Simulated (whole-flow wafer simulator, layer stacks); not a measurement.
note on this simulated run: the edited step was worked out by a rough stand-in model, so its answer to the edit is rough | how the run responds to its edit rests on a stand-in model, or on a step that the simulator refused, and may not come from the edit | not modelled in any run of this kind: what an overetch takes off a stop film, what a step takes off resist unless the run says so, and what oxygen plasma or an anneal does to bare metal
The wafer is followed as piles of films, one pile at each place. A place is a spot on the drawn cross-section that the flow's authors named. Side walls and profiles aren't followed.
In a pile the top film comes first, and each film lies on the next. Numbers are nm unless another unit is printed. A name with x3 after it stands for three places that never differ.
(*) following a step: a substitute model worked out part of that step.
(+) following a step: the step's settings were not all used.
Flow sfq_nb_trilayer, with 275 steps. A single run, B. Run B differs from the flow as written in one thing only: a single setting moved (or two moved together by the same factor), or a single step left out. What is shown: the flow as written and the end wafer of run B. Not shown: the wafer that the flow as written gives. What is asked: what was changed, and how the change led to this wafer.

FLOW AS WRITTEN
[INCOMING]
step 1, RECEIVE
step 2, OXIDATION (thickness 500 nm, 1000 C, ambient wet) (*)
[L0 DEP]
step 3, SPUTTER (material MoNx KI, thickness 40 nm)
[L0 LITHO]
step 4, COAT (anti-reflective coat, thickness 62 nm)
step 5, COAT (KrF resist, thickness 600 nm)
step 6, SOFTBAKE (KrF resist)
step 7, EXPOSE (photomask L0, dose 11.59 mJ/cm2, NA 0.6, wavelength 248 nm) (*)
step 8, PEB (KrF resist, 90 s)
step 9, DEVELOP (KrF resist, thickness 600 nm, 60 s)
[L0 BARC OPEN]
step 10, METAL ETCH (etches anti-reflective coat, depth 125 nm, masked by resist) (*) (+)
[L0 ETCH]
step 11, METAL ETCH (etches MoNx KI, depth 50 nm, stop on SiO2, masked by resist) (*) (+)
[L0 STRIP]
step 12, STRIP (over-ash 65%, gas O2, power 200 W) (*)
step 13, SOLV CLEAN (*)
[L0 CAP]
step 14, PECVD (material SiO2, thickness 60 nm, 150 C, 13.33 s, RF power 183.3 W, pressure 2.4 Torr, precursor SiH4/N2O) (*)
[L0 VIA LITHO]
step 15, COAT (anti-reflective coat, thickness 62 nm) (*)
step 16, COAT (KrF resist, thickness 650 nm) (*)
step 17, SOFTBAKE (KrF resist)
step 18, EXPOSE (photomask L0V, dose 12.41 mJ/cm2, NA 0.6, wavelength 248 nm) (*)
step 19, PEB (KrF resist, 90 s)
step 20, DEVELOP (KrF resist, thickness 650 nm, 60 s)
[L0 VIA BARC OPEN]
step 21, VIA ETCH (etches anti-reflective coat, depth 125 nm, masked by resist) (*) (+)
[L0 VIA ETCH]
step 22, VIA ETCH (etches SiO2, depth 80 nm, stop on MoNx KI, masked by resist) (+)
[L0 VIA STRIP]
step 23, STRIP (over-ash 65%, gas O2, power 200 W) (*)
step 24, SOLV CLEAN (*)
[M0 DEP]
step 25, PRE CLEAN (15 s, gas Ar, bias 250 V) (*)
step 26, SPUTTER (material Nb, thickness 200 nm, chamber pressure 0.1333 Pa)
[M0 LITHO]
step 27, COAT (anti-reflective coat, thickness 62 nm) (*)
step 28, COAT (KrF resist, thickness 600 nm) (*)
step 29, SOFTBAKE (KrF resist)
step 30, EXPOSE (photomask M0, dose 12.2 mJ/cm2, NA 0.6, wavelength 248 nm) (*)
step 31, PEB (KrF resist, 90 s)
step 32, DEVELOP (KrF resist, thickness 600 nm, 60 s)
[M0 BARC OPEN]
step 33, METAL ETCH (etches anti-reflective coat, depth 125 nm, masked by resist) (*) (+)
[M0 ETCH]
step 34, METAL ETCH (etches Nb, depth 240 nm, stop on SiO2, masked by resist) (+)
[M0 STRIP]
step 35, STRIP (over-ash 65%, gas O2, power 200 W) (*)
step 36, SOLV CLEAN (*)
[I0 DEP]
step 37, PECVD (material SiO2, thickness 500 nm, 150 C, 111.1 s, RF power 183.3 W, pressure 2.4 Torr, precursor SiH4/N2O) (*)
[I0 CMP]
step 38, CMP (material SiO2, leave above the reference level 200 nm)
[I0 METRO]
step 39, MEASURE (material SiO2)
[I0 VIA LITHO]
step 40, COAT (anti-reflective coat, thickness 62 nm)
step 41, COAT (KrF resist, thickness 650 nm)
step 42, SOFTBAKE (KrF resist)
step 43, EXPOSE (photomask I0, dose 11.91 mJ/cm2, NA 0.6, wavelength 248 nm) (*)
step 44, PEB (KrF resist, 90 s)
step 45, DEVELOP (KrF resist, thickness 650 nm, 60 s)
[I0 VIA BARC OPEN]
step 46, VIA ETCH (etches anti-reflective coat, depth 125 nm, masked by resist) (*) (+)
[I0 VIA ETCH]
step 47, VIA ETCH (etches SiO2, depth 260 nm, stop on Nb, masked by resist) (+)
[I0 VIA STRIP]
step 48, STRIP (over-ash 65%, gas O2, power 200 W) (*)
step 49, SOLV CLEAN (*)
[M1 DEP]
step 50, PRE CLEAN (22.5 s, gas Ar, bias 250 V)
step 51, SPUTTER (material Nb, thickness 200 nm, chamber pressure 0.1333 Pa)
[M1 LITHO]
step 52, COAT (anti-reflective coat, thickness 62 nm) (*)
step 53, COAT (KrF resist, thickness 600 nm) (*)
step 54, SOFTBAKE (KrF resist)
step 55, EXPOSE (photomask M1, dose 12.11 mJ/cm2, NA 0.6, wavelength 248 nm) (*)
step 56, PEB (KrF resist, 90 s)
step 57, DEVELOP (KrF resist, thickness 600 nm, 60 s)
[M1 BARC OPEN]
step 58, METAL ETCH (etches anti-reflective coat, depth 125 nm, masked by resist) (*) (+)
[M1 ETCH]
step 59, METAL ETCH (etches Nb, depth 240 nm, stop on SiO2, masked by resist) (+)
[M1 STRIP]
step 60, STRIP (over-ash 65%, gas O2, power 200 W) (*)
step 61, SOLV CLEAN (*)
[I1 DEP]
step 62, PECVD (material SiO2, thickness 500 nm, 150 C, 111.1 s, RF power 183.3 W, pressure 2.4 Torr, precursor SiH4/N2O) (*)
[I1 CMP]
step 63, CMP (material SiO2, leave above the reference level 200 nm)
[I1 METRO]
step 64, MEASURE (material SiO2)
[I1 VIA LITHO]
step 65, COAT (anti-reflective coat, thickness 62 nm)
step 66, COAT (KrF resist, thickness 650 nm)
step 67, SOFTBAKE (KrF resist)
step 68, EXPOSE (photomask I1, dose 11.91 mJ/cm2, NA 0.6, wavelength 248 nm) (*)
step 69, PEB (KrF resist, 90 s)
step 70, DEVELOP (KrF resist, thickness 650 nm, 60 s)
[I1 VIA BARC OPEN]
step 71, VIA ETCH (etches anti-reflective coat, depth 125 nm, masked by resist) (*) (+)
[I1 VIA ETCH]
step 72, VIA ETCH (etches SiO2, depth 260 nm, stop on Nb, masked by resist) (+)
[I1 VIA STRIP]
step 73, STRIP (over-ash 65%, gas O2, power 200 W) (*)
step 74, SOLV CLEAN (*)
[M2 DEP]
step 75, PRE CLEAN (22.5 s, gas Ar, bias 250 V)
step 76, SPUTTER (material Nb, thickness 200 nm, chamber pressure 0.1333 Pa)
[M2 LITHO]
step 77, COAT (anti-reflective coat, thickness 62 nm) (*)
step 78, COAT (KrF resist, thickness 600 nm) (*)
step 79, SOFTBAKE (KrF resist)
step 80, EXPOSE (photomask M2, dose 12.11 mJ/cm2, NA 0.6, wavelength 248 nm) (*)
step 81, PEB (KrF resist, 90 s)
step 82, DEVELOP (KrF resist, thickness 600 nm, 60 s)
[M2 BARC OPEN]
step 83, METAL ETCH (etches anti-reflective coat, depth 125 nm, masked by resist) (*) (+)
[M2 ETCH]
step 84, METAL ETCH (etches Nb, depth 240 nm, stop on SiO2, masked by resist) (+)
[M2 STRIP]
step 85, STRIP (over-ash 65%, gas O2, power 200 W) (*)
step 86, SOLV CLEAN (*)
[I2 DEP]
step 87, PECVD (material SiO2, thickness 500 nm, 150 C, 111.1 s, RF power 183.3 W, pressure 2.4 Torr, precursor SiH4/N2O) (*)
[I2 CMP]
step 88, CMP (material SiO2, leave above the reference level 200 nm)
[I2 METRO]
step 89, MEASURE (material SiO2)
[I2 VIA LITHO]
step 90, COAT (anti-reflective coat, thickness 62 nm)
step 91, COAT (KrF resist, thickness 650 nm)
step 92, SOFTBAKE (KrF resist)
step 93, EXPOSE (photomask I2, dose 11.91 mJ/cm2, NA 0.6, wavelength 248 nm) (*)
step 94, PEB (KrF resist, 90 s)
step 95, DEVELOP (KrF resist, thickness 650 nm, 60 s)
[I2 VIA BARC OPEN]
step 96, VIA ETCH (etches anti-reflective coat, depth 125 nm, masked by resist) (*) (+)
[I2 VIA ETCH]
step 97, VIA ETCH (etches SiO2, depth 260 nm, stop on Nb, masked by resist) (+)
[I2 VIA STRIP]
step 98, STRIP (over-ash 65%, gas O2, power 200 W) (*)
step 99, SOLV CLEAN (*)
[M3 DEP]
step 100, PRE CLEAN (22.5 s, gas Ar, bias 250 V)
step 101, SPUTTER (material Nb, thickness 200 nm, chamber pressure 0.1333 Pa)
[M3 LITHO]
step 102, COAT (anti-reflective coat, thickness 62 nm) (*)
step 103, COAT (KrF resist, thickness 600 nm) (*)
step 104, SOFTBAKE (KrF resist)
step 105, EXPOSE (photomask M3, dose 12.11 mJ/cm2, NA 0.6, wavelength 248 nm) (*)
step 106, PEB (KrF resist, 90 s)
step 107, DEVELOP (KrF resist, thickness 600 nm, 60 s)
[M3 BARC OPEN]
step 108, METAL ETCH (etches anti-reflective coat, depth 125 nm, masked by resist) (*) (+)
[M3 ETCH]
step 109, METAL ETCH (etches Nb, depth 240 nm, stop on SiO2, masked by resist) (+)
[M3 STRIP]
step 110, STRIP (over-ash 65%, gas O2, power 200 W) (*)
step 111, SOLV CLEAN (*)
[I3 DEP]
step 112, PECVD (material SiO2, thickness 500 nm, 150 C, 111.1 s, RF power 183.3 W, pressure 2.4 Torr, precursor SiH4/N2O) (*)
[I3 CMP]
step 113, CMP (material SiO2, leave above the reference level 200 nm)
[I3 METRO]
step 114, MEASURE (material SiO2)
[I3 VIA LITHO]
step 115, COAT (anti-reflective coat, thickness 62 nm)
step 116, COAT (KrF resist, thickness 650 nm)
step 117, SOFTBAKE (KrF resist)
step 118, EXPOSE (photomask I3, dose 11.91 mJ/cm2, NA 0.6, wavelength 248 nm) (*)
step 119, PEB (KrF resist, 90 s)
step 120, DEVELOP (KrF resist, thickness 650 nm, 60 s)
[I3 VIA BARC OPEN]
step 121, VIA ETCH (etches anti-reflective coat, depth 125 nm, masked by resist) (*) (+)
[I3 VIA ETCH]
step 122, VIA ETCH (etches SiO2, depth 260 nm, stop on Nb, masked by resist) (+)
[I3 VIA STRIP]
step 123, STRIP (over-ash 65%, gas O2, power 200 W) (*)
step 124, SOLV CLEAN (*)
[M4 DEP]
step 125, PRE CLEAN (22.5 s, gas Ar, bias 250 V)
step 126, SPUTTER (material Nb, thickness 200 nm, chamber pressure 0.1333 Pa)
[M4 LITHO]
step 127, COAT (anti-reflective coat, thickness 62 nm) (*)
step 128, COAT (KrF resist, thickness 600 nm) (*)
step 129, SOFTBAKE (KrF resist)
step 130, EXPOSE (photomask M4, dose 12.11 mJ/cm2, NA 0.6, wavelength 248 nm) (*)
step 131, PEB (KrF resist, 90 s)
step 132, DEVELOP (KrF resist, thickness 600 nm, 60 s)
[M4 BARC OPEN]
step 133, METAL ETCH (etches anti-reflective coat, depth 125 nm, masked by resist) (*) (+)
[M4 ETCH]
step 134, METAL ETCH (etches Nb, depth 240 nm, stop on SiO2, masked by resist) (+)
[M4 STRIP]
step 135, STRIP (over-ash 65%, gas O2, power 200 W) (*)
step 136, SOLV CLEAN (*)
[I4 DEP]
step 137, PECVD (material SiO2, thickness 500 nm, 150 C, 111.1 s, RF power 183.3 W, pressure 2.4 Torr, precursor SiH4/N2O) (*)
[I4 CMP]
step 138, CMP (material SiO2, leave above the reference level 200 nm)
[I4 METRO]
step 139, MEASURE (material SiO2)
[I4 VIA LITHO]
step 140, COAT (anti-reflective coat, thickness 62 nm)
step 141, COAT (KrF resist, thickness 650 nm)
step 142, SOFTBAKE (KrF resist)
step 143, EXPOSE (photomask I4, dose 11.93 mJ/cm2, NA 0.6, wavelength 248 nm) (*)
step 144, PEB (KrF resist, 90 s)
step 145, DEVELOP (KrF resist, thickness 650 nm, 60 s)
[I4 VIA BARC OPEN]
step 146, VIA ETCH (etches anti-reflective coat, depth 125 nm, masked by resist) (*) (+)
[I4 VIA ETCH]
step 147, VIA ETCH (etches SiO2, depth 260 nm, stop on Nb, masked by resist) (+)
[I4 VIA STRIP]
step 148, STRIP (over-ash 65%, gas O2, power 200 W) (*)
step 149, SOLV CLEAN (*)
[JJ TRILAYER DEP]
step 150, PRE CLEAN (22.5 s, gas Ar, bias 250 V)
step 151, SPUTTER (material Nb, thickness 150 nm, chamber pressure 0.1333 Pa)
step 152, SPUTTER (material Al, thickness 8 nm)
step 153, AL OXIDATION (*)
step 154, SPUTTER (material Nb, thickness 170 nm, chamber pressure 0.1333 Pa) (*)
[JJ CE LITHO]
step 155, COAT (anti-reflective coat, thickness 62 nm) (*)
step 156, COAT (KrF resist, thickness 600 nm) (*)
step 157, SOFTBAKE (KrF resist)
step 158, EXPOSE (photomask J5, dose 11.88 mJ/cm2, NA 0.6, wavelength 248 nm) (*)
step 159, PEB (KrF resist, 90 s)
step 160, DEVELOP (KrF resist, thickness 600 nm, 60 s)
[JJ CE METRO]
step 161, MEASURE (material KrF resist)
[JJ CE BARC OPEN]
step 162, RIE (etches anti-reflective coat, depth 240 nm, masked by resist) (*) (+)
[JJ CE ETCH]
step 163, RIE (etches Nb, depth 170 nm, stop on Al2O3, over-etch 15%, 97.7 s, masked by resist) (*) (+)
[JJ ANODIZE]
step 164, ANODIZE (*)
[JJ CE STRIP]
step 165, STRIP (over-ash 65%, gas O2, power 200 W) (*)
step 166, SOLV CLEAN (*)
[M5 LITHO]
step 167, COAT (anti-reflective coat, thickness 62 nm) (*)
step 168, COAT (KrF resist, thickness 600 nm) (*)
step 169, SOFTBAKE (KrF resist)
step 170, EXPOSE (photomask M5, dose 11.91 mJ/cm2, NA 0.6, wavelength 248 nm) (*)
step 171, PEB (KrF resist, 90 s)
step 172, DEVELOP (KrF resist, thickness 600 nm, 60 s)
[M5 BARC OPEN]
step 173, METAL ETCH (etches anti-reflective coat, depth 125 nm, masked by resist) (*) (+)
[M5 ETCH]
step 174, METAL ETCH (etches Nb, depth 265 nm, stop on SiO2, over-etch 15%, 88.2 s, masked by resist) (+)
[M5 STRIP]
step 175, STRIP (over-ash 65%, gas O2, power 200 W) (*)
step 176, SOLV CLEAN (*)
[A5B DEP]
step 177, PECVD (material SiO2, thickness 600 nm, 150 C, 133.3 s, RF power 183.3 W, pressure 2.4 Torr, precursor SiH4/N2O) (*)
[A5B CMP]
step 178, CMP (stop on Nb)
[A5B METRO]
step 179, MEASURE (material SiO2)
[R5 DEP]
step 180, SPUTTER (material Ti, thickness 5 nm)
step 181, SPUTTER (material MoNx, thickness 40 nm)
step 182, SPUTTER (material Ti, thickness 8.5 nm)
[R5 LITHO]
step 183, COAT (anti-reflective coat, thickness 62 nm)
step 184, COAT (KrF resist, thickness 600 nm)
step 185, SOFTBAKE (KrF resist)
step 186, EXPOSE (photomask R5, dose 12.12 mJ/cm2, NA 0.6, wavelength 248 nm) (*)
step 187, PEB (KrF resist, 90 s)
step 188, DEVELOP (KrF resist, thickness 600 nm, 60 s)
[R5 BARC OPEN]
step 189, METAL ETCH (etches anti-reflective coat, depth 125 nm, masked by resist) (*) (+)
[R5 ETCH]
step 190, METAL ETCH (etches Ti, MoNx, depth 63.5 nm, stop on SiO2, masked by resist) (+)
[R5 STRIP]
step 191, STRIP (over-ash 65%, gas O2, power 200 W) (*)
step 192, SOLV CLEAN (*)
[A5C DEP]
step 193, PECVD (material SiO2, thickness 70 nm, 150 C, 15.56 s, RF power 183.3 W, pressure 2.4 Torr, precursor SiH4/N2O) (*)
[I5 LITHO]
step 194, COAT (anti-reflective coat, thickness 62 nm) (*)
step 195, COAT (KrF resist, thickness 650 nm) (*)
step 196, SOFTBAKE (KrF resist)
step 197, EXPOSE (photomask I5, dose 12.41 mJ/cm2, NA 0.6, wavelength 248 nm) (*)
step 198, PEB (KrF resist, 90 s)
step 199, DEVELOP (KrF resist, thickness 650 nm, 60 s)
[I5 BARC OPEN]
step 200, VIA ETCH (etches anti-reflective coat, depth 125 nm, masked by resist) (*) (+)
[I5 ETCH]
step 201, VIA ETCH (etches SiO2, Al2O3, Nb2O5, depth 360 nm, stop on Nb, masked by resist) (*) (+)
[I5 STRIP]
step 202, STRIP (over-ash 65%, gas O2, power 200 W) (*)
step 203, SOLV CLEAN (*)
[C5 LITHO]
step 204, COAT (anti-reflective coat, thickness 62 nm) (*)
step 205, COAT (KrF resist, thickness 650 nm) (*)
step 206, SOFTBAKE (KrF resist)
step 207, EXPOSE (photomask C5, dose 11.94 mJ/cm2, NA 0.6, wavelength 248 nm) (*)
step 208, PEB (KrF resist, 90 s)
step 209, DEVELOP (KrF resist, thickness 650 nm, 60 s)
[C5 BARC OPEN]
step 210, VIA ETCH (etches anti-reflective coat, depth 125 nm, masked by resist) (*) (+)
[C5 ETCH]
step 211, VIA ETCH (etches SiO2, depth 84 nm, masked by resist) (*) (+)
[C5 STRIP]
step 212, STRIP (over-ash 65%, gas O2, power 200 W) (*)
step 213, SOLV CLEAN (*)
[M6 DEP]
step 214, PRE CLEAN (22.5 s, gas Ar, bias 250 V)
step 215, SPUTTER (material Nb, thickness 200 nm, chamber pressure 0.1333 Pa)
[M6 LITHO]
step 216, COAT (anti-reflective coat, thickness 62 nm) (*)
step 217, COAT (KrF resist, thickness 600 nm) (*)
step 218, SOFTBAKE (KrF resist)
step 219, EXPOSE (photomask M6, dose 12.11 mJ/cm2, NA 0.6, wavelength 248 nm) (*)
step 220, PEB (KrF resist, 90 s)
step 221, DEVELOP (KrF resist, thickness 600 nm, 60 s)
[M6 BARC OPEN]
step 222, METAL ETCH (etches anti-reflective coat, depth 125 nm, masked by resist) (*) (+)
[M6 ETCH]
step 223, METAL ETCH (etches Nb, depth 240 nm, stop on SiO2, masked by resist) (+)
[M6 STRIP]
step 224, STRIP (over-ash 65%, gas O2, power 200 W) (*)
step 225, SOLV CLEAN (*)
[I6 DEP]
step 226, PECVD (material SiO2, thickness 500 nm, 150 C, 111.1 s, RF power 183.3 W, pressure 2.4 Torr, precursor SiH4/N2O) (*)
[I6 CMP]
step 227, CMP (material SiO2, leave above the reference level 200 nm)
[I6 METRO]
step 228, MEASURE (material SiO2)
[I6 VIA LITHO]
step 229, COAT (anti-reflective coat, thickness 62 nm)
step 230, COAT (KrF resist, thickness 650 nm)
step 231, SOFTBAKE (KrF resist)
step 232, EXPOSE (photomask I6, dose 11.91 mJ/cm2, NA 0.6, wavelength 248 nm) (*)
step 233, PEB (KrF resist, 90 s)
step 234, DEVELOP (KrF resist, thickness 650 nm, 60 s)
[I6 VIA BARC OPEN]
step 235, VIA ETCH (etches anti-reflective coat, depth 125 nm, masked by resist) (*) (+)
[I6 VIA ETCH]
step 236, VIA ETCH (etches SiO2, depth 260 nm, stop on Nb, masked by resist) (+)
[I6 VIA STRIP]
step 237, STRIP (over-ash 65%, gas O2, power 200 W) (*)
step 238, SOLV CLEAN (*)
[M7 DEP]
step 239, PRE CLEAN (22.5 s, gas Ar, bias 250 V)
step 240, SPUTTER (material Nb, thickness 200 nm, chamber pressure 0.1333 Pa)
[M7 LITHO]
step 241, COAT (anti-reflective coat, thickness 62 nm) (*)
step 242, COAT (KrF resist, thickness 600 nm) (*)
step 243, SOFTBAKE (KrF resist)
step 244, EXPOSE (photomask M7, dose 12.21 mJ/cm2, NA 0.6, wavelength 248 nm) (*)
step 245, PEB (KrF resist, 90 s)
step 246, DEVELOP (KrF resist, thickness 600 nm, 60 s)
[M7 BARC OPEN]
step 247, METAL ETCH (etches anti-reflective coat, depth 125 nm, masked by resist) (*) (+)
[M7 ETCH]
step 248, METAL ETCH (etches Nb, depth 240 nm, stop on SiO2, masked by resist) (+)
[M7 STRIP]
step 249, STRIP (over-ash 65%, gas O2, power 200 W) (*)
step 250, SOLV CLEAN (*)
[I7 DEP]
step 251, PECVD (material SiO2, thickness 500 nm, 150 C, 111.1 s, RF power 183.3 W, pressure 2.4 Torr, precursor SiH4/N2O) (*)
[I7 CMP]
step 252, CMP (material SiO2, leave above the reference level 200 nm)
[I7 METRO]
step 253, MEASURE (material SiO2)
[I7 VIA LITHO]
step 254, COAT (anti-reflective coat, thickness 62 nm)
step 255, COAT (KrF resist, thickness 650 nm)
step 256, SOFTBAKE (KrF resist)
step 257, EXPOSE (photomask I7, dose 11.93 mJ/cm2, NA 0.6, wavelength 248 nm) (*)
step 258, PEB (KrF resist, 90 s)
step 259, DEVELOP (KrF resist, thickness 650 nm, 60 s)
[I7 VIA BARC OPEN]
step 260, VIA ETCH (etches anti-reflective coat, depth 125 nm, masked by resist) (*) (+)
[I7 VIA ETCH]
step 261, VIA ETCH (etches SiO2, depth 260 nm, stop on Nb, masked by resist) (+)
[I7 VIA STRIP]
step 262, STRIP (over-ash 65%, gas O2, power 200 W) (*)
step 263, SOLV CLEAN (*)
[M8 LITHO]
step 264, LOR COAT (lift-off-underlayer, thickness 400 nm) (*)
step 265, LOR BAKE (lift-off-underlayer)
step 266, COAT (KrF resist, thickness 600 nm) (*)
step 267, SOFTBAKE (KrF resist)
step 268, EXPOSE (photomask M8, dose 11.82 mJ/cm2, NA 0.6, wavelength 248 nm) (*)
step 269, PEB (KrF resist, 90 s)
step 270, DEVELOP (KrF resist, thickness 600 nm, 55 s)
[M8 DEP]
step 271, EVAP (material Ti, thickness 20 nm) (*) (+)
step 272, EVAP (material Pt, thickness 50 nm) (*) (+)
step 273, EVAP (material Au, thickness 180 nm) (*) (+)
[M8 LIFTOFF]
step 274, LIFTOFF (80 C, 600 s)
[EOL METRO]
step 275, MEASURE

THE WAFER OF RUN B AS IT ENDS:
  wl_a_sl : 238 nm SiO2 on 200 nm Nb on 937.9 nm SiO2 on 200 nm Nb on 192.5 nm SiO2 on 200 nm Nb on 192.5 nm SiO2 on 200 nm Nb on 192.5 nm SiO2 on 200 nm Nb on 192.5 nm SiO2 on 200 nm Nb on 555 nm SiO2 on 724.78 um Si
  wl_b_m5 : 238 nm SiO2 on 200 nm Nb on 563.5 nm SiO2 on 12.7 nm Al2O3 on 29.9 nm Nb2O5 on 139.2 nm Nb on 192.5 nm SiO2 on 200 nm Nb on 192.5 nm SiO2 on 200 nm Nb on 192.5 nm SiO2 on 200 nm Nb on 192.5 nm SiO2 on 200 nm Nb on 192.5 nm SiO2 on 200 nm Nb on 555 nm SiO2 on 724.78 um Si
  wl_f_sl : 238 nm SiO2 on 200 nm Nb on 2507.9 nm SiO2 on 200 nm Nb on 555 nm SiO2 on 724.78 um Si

The reason: step 226, PECVD: thickness 362 nm was run, though the flow has thickness 500 nm; step 226, PECVD: 80.56 s was run, where the flow has 111.1 s.

The path from the change to this, step by step:
  step 226, PECVD (material SiO2, thickness 500 nm, 150 C, 111.1 s, RF power 183.3 W, pressure 2.4 Torr, precursor SiH4/N2O) (*)
      field_l, p4_fl, p4_fm and 62 more: SiO2 gains 362 (it would be, as written: SiO2 gains 500)
      v_sur, via_wl, via_w and 21 more: SiO2 gains 362 (new film) (it would be, as written: SiO2 gains 500 (new film))
      (as well as at 17 more places)
  step 227, CMP (material SiO2, leave above the reference level 200 nm)
      field_l, p4_fl, p4_fm and 59 more: nothing (it would be, as written: SiO2 loses 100)
      moat, field_r, lsp_l, ln_m5, lsp_m: nothing (it would be, as written: SiO2 loses 93.6)
      (as well as at 39 more places)
  step 229, COAT (anti-reflective coat, thickness 62 nm)
      via_wl, via_w, via_wr, via_sp, res: anti-reflective coat gains 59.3 (new film) (it would be, as written: anti-reflective coat gains 62 (new film))
      c5j, ce_r, sp_r, r_sur: anti-reflective coat gains 59.4 (new film) (it would be, as written: anti-reflective coat gains 62 (new film))
      (as well as at 56 more places)
  step 230, COAT (KrF resist, thickness 650 nm)
      res, r_end: KrF resist gains 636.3 (new film) (it would be, as written: KrF resist gains 650 (new film))
      via_wl: KrF resist gains 635.1 (new film) (it would be, as written: KrF resist gains 650 (new film))
      (as well as at 11 more places)
  step 234, DEVELOP (KrF resist, thickness 650 nm, 60 s)
      via_v: KrF resist loses 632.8 (all of it) (it would be, as written: KrF resist loses 648.6 (all of it))
  step 235, VIA ETCH (etches anti-reflective coat, depth 125 nm, masked by resist) (*) (+)
      field_l, v_sur, via_wl and 102 more: KrF resist loses 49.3 (it would be, as written: KrF resist loses 51.7)
      via_v: anti-reflective coat loses 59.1 (all of it), SiO2 loses 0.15 (it would be, as written: anti-reflective coat loses 62 (all of it), SiO2 loses 0.16)
  step 237, STRIP (over-ash 65%, gas O2, power 200 W) (*)
      m0r_space_l, m7r_space_l: KrF resist loses 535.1 (all of it), anti-reflective coat loses 67.4 (all of it) (it would be, as written: KrF resist loses 528.6 (all of it), anti-reflective coat loses 62 (all of it))
      m0r_space_r, m7r_space_r: KrF resist loses 535 (all of it), anti-reflective coat loses 67.5 (all of it) (it would be, as written: KrF resist loses 528.6 (all of it), anti-reflective coat loses 62 (all of it))
      (as well as at 61 more places)
  step 240, SPUTTER (material Nb, thickness 200 nm, chamber pressure 0.1333 Pa)
      be: Nb gains 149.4 (new film) (it would be, as written: Nb gains 200 (new film))
      gap: Nb gains 193 (new film) (it would be, as written: Nb gains 200 (new film))
  step 241, COAT (anti-reflective coat, thickness 62 nm) (*)
      wl_a_sr, m0r_space_l, m0r_space_r, m7r_space_l, m7r_space_r: anti-reflective coat gains 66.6 (new film) (it would be, as written: anti-reflective coat gains 62 (new film))
      be_r, r_sur, res: anti-reflective coat gains 59 (new film) (it would be, as written: anti-reflective coat gains 61.7 (new film))
      (as well as at 54 more places)
  step 242, COAT (KrF resist, thickness 600 nm) (*)
      v_sur: KrF resist gains 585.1 (new film) (it would be, as written: KrF resist gains 597.5 (new film))
      via_wl: KrF resist gains 581.7 (new film) (it would be, as written: KrF resist gains 596.9 (new film))
      (as well as at 21 more places)
  step 246, DEVELOP (KrF resist, thickness 600 nm, 60 s)
      wl_c_m6: KrF resist loses 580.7 (all of it) (it would be, as written: KrF resist loses 598.7 (all of it))
      r5r_space_c: KrF resist loses 612.8 (all of it) (it would be, as written: KrF resist loses 598.7 (all of it))
  step 247, METAL ETCH (etches anti-reflective coat, depth 125 nm, masked by resist) (*) (+)
      m0r_space_l, m0r_space_r, m7r_space_l, m7r_space_r: anti-reflective coat loses 66.6 (all of it) (it would be, as written: anti-reflective coat loses 62 (all of it))
      m5r_space_l, m5r_space_r: anti-reflective coat loses 64.5 (all of it) (it would be, as written: anti-reflective coat loses 62 (all of it))
      (as well as at 23 more places)
  step 249, STRIP (over-ash 65%, gas O2, power 200 W) (*)
      v_sur: KrF resist loses 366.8 (all of it), anti-reflective coat loses 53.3 (all of it) (it would be, as written: KrF resist loses 379.9 (all of it), anti-reflective coat loses 61.4 (all of it))
      via_wl: KrF resist loses 363.4 (all of it), anti-reflective coat loses 58.6 (all of it) (it would be, as written: KrF resist loses 379.3 (all of it), anti-reflective coat loses 61.3 (all of it))
      (as well as at 31 more places)
  step 251, PECVD (material SiO2, thickness 500 nm, 150 C, 111.1 s, RF power 183.3 W, pressure 2.4 Torr, precursor SiH4/N2O) (*)
      be: SiO2 gains 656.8 (new film) (it would be, as written: SiO2 gains 500 (new film))
  step 252, CMP (material SiO2, leave above the reference level 200 nm)
      field_l, p4_fl, p4_fm and 48 more: SiO2 loses 62 (it would be, as written: SiO2 loses 100)
      wl_a_sl, wl_a_sr, wl_b_sl and 9 more: SiO2 loses 262 (it would be, as written: SiO2 loses 300)
      (as well as at 12 more places)
